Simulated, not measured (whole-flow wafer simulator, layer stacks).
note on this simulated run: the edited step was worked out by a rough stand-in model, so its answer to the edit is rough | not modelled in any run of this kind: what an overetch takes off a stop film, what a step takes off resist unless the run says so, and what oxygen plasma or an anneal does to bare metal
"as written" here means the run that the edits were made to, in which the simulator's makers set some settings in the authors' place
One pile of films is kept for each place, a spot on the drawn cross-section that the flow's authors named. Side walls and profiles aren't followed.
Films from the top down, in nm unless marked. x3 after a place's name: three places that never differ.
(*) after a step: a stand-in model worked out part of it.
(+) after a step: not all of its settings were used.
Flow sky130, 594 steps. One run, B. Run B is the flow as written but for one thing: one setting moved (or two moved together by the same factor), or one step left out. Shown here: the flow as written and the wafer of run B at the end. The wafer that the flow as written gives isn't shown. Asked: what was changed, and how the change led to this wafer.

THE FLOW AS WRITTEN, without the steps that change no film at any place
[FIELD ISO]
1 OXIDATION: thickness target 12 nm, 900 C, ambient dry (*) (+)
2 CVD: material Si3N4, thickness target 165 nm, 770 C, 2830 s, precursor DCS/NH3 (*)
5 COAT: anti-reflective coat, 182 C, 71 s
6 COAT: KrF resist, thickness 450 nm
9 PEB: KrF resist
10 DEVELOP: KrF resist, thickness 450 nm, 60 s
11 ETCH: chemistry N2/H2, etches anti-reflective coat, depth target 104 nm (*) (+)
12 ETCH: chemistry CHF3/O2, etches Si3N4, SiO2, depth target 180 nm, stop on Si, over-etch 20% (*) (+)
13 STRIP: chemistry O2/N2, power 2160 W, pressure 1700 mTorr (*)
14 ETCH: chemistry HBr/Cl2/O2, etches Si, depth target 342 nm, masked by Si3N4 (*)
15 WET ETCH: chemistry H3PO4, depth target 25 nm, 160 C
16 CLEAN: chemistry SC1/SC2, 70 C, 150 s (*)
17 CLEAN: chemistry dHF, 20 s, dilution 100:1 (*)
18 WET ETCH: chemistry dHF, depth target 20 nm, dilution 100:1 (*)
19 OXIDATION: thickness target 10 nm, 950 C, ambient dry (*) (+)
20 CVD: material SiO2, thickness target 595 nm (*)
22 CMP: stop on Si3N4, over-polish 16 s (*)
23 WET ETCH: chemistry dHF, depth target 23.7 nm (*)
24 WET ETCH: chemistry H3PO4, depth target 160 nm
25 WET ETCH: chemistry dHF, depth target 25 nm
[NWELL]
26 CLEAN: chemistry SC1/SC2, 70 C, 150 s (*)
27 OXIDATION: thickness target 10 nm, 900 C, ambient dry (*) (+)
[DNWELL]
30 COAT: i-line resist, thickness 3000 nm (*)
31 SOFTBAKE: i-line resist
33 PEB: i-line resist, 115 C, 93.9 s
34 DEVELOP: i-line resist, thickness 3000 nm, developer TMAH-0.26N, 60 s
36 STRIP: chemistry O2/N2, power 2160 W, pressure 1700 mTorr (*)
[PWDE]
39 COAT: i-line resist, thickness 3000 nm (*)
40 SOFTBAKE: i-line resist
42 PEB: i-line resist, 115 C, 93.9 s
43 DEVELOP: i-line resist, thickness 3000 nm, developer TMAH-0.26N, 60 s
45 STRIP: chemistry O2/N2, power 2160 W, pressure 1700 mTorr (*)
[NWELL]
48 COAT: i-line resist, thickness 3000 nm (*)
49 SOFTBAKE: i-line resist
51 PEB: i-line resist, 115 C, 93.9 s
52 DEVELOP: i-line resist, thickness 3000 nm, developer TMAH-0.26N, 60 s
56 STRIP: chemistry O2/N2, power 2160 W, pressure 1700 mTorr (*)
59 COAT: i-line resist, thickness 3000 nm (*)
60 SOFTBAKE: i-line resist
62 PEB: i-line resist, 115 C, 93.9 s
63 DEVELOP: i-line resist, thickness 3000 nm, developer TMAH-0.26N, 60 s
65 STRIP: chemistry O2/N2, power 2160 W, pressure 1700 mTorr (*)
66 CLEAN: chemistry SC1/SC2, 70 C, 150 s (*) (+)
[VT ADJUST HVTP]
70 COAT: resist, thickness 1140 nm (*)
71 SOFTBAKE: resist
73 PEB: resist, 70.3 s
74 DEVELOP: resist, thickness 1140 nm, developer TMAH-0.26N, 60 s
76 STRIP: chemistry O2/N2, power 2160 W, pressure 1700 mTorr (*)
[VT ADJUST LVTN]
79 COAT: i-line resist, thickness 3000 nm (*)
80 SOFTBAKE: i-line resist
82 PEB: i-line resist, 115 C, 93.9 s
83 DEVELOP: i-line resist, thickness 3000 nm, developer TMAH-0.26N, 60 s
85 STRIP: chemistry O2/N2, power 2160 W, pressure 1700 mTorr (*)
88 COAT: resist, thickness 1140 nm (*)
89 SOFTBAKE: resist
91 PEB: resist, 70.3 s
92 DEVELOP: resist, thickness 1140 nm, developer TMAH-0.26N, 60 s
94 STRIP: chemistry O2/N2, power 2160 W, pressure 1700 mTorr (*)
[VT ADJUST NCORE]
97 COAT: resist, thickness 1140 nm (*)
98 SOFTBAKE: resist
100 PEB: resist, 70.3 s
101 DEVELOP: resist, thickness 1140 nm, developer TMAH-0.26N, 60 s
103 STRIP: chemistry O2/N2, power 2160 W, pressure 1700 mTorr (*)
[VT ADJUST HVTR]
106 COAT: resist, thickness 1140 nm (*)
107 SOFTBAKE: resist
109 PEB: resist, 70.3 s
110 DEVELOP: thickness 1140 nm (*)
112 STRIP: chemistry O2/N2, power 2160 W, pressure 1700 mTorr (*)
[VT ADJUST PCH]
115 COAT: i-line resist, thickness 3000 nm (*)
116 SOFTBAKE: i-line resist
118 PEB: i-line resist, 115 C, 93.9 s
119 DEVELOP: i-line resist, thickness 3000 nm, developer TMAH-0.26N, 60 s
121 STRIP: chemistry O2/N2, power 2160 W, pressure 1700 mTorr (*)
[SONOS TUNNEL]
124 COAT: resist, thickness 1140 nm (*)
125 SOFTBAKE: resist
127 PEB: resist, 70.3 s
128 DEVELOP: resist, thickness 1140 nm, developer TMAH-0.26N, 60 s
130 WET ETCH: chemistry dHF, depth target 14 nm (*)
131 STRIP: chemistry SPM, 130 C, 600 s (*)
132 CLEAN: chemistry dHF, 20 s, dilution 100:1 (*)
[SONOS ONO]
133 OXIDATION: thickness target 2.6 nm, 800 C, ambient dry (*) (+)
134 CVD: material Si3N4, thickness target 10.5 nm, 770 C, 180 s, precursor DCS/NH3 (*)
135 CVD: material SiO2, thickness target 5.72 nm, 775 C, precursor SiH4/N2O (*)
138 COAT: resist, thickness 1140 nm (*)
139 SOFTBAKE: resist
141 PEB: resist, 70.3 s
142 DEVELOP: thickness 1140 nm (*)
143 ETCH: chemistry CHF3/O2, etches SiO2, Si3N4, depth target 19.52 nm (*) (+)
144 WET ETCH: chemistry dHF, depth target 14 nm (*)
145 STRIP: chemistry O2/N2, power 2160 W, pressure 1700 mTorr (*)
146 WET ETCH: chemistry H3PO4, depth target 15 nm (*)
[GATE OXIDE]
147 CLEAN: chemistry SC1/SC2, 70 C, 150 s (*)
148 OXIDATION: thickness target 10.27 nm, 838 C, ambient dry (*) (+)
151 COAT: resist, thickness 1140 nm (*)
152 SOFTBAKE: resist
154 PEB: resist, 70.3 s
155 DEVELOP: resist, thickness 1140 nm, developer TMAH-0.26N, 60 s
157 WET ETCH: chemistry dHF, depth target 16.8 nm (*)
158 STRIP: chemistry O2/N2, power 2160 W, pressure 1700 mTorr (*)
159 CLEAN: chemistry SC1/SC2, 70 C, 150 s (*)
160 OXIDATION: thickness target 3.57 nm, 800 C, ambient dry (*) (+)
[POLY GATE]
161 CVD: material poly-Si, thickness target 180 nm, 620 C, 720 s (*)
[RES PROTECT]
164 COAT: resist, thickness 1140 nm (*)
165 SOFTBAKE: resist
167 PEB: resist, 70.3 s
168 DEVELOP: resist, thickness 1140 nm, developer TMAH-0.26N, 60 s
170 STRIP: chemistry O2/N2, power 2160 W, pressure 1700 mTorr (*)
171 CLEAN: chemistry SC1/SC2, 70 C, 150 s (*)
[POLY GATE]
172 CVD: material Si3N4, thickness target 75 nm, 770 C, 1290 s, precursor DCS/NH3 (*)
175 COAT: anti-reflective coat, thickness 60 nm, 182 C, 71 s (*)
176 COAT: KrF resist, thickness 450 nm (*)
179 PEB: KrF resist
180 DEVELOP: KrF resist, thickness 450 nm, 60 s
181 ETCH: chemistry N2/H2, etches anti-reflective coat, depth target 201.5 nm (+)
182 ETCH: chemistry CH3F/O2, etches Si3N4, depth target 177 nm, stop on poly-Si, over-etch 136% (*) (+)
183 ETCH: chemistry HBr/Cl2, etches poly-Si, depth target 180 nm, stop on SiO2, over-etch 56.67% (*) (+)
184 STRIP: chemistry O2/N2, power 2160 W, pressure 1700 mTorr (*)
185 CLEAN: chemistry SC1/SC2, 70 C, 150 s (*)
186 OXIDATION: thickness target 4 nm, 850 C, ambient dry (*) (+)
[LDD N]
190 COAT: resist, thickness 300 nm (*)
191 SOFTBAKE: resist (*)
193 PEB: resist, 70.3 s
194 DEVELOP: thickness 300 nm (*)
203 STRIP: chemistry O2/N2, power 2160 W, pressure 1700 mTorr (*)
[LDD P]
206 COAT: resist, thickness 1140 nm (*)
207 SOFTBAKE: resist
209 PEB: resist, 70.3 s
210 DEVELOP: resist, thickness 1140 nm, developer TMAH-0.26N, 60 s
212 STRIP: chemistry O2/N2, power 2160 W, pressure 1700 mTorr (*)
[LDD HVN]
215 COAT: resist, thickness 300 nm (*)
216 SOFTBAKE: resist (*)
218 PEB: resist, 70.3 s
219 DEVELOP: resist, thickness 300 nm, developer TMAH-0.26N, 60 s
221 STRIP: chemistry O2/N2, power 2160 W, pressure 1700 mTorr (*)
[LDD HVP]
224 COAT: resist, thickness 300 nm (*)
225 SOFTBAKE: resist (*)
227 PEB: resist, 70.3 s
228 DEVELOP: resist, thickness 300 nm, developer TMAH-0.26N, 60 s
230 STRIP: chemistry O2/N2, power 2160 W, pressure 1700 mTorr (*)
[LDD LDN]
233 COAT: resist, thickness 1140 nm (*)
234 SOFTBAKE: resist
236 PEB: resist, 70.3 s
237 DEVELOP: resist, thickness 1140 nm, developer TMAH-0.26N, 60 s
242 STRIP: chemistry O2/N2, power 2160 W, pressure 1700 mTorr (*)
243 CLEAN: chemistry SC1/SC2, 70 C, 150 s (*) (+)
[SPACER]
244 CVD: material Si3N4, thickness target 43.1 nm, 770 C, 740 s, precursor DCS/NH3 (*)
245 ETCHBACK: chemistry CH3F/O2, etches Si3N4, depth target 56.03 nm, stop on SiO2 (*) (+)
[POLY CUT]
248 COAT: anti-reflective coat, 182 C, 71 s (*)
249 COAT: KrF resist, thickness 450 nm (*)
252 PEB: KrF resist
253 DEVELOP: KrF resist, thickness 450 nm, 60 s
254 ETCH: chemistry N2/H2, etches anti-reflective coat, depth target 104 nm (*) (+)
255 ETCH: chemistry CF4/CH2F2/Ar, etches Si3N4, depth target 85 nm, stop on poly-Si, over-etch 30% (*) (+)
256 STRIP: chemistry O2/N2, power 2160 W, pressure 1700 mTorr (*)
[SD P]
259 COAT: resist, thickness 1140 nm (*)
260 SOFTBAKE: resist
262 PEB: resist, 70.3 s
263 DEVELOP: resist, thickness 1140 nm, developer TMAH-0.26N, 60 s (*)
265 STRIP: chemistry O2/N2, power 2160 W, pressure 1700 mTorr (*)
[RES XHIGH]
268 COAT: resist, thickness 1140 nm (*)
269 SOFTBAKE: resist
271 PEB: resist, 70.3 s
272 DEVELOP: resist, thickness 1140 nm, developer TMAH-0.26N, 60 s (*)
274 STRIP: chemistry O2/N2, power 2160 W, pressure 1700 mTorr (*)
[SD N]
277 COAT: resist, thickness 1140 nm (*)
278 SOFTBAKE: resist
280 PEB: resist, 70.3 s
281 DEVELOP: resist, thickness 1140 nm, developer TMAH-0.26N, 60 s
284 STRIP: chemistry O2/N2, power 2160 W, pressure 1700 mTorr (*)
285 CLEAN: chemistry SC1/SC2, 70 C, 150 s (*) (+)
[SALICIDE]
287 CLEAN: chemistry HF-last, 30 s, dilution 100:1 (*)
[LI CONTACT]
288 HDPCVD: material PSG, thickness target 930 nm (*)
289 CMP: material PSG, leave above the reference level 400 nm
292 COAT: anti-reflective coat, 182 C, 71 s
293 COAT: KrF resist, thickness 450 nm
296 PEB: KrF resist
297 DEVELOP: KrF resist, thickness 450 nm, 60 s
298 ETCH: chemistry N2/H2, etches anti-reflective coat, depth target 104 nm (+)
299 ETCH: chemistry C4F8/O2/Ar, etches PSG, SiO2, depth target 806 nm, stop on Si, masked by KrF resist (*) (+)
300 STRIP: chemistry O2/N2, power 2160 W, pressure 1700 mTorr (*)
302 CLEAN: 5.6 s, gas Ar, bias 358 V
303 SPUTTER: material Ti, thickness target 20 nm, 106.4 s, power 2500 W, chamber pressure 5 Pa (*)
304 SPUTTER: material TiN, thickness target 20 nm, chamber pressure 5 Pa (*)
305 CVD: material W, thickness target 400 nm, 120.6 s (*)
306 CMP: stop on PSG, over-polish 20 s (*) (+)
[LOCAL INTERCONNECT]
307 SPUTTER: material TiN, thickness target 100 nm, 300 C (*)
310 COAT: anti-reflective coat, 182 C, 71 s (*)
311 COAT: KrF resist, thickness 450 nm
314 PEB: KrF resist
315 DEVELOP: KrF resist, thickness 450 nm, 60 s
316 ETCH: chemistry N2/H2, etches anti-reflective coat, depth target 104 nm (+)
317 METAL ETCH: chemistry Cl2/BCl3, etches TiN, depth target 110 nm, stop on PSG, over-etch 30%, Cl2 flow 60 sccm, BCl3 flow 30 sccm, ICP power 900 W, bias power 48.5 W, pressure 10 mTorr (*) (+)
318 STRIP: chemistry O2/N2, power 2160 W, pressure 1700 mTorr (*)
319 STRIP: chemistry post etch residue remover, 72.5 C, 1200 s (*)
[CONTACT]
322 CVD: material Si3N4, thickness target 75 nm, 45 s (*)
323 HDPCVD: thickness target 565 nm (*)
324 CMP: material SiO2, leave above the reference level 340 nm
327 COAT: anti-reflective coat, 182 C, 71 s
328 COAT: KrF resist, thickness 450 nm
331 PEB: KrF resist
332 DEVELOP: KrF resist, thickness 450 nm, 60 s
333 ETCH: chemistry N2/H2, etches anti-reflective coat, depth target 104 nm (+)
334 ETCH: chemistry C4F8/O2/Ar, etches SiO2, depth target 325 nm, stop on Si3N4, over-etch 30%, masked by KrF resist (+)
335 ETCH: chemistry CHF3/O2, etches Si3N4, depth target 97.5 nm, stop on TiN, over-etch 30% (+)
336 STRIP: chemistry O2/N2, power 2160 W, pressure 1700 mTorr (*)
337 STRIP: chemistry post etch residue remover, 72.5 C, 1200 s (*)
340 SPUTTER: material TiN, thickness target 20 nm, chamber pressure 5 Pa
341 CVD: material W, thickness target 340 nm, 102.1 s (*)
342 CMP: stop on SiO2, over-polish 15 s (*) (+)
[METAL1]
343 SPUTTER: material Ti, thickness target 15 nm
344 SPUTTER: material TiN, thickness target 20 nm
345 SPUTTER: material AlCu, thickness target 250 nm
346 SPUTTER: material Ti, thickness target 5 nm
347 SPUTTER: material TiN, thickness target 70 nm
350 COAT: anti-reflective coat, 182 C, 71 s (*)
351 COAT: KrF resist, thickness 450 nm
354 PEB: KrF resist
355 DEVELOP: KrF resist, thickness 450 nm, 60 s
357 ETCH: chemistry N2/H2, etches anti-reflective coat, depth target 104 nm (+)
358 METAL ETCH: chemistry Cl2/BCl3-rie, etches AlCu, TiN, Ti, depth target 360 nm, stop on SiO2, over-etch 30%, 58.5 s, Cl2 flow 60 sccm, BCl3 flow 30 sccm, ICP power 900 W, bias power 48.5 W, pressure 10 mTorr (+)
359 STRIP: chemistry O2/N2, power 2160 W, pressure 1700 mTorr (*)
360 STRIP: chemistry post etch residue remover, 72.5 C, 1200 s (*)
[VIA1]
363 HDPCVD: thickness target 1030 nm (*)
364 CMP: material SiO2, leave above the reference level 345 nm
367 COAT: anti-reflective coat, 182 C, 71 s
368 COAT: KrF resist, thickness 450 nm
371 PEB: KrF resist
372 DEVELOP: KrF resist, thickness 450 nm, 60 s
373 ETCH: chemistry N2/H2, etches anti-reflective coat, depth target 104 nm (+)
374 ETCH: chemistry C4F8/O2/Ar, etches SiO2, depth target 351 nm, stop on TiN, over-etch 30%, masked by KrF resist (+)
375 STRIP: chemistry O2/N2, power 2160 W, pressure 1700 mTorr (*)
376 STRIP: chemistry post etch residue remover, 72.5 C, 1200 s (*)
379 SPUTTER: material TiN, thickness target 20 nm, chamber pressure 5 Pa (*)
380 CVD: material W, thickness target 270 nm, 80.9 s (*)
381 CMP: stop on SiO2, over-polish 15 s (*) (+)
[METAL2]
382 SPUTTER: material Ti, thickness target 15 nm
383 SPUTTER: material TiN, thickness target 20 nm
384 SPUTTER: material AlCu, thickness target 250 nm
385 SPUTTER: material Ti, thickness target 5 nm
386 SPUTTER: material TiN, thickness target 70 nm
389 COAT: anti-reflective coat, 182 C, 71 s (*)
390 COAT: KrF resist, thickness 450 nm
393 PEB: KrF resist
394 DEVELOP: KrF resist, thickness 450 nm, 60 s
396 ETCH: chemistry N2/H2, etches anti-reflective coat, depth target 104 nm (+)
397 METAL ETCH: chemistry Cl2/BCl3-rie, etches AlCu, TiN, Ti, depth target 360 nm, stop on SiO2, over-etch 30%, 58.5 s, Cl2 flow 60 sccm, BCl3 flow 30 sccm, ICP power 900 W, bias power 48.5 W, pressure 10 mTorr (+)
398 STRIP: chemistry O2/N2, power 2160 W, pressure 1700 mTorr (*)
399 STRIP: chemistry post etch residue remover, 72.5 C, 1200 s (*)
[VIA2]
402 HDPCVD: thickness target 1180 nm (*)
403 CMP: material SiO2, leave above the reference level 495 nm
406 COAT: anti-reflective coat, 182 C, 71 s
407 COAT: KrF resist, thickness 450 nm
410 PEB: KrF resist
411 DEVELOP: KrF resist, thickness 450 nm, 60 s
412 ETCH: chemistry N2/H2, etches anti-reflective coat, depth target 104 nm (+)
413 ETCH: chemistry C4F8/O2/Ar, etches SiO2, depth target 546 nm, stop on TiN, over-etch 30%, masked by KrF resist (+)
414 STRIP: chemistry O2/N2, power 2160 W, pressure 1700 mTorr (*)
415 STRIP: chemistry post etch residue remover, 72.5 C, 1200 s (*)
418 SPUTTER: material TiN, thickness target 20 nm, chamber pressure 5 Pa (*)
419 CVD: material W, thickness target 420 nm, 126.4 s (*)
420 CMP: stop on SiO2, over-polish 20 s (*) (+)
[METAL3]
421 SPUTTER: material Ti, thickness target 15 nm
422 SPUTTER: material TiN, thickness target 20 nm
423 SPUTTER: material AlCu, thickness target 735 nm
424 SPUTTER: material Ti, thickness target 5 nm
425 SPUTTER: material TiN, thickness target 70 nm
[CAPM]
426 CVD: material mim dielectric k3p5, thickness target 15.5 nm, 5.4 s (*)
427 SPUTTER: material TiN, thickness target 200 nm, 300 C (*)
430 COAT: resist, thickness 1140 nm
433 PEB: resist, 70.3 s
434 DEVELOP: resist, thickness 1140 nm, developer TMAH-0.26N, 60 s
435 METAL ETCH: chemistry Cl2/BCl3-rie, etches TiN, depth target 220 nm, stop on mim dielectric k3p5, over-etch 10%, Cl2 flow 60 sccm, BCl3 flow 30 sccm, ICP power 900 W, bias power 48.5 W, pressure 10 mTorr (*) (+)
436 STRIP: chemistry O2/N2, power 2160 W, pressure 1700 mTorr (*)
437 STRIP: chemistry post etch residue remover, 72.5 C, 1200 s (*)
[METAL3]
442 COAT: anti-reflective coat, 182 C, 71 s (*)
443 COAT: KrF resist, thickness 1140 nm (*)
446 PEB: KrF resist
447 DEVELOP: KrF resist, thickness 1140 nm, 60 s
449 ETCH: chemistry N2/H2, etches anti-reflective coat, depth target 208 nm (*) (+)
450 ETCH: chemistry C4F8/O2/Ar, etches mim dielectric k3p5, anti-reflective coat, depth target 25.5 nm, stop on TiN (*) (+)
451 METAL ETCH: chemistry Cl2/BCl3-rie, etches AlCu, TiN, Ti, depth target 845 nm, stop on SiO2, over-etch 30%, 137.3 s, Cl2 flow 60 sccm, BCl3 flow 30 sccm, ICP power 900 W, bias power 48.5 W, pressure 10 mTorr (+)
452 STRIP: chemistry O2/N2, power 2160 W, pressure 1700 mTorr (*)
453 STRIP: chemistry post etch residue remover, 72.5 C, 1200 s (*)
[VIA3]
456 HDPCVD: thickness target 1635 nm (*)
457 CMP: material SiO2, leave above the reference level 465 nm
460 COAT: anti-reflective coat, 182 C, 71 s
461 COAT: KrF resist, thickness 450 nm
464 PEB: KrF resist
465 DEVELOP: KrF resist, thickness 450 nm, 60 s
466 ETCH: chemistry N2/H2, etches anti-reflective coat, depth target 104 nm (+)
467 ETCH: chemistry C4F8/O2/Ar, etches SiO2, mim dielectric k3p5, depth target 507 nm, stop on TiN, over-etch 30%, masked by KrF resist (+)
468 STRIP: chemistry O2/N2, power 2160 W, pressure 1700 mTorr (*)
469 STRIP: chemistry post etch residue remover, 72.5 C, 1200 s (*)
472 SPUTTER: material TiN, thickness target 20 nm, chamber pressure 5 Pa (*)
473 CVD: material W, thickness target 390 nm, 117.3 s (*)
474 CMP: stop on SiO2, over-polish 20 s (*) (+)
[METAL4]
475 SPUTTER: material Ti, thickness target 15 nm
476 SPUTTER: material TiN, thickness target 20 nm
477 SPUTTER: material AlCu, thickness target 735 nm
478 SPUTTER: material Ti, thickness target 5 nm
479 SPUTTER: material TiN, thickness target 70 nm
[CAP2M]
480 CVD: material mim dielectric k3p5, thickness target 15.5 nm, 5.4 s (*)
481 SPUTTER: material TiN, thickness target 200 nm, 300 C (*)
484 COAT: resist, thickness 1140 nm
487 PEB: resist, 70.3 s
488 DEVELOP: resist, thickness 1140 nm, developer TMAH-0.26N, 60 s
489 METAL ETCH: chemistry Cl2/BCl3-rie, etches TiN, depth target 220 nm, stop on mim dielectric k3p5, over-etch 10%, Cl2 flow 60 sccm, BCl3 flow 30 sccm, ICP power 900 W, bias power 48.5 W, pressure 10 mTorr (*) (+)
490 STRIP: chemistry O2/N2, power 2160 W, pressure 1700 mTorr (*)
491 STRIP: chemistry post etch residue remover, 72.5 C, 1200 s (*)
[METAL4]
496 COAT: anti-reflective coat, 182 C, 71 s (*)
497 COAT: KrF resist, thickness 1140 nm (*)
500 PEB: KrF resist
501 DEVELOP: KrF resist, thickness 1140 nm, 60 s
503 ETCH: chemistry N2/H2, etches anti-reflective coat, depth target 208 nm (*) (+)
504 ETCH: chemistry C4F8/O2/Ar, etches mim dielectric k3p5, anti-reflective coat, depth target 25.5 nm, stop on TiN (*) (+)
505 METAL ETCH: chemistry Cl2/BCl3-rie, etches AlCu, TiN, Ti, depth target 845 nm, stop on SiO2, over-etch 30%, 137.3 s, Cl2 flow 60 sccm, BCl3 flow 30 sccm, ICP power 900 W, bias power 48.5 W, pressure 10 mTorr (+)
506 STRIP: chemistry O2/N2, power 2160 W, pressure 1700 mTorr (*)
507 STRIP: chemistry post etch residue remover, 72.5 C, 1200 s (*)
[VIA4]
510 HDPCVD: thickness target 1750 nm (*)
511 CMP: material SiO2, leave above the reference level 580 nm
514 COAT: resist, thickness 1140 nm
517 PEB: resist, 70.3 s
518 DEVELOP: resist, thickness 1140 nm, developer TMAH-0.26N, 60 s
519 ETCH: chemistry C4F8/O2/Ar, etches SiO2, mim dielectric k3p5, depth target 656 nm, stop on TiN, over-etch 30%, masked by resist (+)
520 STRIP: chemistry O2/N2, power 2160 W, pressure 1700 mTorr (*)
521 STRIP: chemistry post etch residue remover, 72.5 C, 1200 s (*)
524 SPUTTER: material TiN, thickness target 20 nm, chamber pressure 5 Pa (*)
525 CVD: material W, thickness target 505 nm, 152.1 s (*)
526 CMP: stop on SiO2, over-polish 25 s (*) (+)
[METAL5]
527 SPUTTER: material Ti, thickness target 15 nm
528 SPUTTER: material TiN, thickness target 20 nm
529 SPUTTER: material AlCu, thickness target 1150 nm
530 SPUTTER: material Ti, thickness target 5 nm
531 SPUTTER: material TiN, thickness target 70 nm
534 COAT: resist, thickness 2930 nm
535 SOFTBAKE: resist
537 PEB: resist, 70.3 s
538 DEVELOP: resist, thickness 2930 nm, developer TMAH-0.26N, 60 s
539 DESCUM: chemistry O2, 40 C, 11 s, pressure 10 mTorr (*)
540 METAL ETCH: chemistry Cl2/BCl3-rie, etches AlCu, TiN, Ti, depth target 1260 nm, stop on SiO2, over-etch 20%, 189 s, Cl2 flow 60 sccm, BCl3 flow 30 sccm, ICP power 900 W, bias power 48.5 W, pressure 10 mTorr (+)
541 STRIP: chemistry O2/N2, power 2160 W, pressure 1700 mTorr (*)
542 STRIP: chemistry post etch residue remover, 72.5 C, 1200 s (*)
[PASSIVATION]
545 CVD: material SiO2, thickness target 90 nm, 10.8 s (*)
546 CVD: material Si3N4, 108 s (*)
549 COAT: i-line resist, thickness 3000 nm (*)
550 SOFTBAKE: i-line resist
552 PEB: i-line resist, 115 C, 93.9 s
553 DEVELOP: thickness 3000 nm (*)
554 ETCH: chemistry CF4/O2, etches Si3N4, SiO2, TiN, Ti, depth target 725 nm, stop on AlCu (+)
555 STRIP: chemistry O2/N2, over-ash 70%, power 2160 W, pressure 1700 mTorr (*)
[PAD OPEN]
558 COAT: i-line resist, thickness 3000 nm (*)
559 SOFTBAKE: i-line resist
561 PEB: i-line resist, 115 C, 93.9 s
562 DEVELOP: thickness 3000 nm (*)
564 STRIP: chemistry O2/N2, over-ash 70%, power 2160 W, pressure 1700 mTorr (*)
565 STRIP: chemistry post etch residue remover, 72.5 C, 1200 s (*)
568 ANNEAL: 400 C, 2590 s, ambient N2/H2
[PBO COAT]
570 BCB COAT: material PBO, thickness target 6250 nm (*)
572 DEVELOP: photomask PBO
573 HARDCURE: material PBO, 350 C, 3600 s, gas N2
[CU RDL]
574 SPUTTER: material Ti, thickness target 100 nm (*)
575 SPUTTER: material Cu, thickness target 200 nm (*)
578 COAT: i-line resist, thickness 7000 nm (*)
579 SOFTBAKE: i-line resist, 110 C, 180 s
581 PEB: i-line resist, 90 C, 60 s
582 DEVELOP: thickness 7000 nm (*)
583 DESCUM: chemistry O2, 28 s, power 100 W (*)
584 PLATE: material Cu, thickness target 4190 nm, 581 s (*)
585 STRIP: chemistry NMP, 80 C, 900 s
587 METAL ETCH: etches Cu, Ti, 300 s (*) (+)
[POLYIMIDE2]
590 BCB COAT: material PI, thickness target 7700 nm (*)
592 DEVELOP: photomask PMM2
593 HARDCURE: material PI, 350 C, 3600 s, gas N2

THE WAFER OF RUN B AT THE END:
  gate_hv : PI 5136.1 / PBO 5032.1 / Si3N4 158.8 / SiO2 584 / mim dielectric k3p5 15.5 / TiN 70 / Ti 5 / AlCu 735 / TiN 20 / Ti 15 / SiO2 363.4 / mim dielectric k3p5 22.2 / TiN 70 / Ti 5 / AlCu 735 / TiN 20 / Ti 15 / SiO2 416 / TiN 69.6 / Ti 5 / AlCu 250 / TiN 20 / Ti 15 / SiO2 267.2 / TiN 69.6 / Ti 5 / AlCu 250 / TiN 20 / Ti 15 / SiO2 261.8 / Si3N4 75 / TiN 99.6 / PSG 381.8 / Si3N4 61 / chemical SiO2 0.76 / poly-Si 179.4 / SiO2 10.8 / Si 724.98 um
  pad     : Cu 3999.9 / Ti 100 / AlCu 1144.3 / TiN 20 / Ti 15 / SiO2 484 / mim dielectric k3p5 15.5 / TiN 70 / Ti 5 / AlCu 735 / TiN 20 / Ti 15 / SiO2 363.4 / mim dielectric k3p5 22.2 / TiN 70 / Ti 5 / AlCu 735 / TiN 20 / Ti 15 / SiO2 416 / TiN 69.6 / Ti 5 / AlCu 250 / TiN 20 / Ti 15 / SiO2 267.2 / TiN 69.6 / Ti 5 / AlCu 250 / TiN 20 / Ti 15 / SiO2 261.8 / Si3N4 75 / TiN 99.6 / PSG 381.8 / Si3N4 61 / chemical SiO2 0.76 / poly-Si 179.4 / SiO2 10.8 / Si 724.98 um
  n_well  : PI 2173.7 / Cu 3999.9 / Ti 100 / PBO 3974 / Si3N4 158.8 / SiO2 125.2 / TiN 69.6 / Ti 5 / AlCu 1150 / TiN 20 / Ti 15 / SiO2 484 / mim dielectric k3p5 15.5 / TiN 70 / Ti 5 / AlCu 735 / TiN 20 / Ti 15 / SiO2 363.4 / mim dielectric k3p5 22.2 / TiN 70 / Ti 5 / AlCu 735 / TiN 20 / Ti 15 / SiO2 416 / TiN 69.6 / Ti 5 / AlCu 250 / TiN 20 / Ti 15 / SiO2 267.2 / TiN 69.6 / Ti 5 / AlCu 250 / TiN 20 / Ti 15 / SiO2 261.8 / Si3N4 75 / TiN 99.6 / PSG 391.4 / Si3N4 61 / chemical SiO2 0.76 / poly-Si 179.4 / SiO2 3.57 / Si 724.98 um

The cause: step 426, CVD: thickness target 22.2 nm was run, where the flow has thickness target 15.5 nm; step 426, CVD: 7.72 s was run, where the flow has 5.4 s.
It can be read off the wafer: gate_hv has mim dielectric k3p5 22.2, and step 426 as written asks for 15.5 nm.

How the change led to this, step by step:
  426 CVD: material mim dielectric k3p5, thickness target 15.5 nm, 5.4 s (*)
      field, active, n_well and 188 more: mim dielectric k3p5 +22.2 (new film) (as written it would be: mim dielectric k3p5 +15.5 (new film))
  450 ETCH: chemistry C4F8/O2/Ar, etches mim dielectric k3p5, anti-reflective coat, depth target 25.5 nm, stop on TiN (*) (+)
      n_well, p_well, gate_hv and 104 more: KrF resist -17 (as written it would be: KrF resist -15.5)
      field, active, gate and 82 more: mim dielectric k3p5 -22.2 (all of it) (as written it would be: mim dielectric k3p5 -15.5 (all of it))
  467 ETCH: chemistry C4F8/O2/Ar, etches SiO2, mim dielectric k3p5, depth target 507 nm, stop on TiN, over-etch 30%, masked by KrF resist (+)
      m1: SiO2 -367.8 (all of it), mim dielectric k3p5 -22.2 (all of it) (as written it would be: SiO2 -374.5 (all of it), mim dielectric k3p5 -15.5 (all of it))
      via3_hole: SiO2 -367.2 (all of it), mim dielectric k3p5 -22.2 (all of it) (as written it would be: SiO2 -373.9 (all of it), mim dielectric k3p5 -15.5 (all of it))
